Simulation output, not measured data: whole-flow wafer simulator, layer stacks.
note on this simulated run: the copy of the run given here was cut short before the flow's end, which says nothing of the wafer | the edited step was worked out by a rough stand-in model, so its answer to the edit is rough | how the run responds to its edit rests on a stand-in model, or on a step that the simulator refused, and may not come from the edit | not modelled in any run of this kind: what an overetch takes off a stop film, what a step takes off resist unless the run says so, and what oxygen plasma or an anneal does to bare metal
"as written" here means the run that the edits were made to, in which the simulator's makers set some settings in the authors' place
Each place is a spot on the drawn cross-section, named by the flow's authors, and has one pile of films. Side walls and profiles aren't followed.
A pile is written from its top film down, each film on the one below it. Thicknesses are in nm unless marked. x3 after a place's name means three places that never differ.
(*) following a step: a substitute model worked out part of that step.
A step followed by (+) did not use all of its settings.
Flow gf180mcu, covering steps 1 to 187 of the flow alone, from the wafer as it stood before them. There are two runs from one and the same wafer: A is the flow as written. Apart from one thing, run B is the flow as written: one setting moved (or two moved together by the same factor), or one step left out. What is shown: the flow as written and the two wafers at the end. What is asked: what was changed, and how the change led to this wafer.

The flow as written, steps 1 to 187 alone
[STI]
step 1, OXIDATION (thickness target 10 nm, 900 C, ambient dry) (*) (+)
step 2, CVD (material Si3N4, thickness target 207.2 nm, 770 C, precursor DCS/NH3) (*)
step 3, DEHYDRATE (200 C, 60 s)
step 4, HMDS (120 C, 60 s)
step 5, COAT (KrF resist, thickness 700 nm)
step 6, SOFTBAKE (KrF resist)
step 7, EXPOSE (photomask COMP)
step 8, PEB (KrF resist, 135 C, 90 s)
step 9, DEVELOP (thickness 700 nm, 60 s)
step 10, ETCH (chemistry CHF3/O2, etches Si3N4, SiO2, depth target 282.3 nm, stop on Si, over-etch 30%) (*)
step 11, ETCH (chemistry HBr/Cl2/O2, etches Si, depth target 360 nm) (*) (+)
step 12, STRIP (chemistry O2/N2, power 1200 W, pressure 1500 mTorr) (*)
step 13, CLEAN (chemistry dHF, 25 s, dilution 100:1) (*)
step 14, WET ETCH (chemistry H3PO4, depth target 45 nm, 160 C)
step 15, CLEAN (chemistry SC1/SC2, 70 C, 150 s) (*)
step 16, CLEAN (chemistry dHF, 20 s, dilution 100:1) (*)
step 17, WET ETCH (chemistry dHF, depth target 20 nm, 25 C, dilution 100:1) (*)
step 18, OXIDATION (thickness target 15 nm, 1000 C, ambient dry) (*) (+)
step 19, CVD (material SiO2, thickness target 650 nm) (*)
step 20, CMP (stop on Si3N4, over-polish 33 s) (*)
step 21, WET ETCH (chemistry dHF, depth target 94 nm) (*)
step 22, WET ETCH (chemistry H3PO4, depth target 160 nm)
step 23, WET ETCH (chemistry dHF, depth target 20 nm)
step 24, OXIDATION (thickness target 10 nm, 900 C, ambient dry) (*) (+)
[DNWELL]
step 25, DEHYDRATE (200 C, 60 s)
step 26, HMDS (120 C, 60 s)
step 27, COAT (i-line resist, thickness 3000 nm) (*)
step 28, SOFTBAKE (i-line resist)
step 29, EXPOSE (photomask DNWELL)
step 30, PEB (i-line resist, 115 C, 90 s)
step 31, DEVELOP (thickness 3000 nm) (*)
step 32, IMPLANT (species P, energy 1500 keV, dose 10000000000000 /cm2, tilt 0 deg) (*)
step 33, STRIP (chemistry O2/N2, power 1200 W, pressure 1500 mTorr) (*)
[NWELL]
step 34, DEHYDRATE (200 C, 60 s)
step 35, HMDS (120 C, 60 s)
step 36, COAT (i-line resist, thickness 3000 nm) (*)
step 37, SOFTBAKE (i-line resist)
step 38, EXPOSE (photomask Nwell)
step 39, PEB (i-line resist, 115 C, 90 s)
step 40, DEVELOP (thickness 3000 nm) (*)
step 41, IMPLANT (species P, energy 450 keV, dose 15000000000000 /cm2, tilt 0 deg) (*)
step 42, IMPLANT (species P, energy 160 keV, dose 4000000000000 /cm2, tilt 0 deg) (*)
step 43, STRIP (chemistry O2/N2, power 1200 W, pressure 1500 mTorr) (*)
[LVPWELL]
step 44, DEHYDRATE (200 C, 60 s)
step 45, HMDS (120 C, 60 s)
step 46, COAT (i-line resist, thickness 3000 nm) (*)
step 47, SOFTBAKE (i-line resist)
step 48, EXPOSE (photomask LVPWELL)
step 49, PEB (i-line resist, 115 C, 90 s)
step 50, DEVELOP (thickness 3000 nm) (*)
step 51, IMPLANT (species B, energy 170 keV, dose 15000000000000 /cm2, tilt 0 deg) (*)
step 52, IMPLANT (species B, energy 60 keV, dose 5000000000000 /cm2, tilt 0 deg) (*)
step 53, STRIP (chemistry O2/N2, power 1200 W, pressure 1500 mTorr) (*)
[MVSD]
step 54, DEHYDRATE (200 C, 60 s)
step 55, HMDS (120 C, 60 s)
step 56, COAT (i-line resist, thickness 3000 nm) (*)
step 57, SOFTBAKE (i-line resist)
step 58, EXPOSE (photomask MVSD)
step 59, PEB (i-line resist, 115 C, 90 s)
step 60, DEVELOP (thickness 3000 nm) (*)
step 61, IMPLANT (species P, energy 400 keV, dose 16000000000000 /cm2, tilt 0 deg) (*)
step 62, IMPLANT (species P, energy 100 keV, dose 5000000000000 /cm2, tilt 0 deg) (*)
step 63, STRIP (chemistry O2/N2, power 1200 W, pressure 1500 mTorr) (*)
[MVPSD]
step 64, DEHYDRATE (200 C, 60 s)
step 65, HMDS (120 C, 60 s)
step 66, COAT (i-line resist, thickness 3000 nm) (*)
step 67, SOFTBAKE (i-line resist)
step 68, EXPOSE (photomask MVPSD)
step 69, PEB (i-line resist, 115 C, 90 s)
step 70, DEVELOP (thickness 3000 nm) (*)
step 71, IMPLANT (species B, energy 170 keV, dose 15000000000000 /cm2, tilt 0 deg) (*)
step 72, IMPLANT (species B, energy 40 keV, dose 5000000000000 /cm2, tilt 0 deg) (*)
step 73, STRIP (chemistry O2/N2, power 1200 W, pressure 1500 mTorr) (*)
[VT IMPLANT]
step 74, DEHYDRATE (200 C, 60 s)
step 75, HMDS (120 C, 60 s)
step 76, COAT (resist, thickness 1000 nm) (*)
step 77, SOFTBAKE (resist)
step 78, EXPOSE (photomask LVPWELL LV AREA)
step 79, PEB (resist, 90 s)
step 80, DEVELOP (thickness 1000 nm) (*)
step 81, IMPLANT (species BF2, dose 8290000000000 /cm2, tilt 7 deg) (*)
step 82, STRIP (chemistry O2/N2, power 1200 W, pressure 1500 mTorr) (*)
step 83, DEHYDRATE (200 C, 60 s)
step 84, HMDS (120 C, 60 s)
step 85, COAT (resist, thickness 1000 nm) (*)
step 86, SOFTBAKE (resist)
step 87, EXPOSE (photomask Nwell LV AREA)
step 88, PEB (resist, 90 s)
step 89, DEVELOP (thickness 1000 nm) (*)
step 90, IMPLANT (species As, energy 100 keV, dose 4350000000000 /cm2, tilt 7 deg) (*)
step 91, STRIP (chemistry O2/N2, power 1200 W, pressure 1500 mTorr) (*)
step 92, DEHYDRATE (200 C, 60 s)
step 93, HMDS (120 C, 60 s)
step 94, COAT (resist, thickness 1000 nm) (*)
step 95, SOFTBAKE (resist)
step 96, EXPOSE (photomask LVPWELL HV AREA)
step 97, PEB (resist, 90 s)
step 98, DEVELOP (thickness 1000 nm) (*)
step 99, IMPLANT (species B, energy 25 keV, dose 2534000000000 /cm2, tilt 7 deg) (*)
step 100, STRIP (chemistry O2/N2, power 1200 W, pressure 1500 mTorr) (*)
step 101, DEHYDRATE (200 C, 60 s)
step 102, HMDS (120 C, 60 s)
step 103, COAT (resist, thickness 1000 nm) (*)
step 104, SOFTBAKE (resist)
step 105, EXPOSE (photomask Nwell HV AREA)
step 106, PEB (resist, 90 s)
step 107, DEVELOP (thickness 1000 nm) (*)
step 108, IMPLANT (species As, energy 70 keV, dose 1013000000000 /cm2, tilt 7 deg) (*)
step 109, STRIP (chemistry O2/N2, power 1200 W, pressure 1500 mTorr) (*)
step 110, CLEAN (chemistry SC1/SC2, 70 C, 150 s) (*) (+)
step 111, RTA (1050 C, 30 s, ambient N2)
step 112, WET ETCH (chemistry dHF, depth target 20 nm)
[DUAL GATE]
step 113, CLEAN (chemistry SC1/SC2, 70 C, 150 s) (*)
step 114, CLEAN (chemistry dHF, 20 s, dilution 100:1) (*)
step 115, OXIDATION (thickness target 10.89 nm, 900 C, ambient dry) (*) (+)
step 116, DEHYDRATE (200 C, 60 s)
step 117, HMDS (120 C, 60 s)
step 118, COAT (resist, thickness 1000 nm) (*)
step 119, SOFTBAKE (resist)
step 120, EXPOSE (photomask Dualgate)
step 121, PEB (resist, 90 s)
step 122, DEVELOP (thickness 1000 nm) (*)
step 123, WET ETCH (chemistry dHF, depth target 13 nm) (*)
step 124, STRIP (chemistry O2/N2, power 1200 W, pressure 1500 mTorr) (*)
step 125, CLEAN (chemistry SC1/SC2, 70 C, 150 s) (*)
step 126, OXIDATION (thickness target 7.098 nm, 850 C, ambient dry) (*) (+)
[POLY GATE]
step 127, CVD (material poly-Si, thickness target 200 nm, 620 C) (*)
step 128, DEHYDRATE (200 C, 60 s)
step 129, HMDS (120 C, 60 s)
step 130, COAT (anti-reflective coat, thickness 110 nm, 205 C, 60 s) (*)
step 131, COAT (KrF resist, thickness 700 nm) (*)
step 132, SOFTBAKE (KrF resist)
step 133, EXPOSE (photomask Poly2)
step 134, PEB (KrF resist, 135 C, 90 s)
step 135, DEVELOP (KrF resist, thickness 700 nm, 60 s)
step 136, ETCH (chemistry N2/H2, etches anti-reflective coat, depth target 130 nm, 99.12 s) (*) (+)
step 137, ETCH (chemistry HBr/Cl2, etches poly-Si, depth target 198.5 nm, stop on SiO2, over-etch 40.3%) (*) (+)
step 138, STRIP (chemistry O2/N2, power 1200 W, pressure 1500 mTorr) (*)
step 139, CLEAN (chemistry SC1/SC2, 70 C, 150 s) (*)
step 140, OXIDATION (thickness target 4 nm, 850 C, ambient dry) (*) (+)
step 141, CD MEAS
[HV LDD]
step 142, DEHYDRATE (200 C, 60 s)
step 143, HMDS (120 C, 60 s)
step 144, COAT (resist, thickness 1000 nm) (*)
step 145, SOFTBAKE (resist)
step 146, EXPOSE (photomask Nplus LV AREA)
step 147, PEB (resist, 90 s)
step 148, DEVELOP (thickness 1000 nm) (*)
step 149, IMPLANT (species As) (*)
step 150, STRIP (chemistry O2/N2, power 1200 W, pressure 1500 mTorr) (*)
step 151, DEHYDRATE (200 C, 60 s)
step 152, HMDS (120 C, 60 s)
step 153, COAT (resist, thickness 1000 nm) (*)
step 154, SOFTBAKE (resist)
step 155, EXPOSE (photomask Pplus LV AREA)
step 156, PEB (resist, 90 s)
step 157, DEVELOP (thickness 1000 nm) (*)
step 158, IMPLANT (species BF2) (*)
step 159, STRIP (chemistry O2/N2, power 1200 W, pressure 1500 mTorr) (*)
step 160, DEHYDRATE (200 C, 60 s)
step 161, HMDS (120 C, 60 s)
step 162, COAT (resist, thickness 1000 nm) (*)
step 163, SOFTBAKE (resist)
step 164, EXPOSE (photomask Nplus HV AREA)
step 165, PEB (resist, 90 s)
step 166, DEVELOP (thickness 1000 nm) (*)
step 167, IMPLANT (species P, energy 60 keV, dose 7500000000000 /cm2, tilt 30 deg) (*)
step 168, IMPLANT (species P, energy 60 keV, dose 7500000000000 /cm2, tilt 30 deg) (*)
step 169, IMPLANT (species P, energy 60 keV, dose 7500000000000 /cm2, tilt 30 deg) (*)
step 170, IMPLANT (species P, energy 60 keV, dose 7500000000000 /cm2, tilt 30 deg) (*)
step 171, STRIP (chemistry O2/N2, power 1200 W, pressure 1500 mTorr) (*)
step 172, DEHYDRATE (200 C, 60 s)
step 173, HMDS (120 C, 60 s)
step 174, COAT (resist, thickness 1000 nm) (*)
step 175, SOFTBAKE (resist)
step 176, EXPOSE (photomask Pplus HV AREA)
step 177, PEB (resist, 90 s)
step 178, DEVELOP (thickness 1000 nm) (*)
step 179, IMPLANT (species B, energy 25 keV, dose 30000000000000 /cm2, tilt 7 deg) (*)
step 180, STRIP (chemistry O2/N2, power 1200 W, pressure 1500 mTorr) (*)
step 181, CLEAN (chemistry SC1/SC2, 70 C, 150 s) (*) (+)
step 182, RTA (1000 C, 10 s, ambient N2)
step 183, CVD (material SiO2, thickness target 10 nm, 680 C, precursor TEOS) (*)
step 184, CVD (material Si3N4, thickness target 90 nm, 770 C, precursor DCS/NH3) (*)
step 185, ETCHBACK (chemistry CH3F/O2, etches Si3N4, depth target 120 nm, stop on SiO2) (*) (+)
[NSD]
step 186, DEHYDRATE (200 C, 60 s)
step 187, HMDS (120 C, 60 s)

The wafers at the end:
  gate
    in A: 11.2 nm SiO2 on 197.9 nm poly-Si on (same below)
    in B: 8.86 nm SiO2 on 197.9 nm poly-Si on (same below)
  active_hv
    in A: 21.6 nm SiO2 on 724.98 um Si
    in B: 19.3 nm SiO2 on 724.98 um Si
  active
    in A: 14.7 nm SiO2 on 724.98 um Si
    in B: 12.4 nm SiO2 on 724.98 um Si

Cause: step 184, CVD: thickness target 62.4 nm was run, whereas the flow has thickness target 90 nm.

How this came from the change, step by step:
  step 184, CVD (material Si3N4, thickness target 90 nm, 770 C, precursor DCS/NH3) (*)
      field, field__w1, field__w2 and 101 more: A Si3N4 gains 90 (new film) | B Si3N4 gains 62.4 (new film)
  step 185, ETCHBACK (chemistry CH3F/O2, etches Si3N4, depth target 120 nm, stop on SiO2) (*) (+)
      field, field__w1, field__w2 and 100 more: A Si3N4 loses 90 (all of it), SiO2 loses 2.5 | B Si3N4 loses 62.4 (all of it), SiO2 loses 4.8
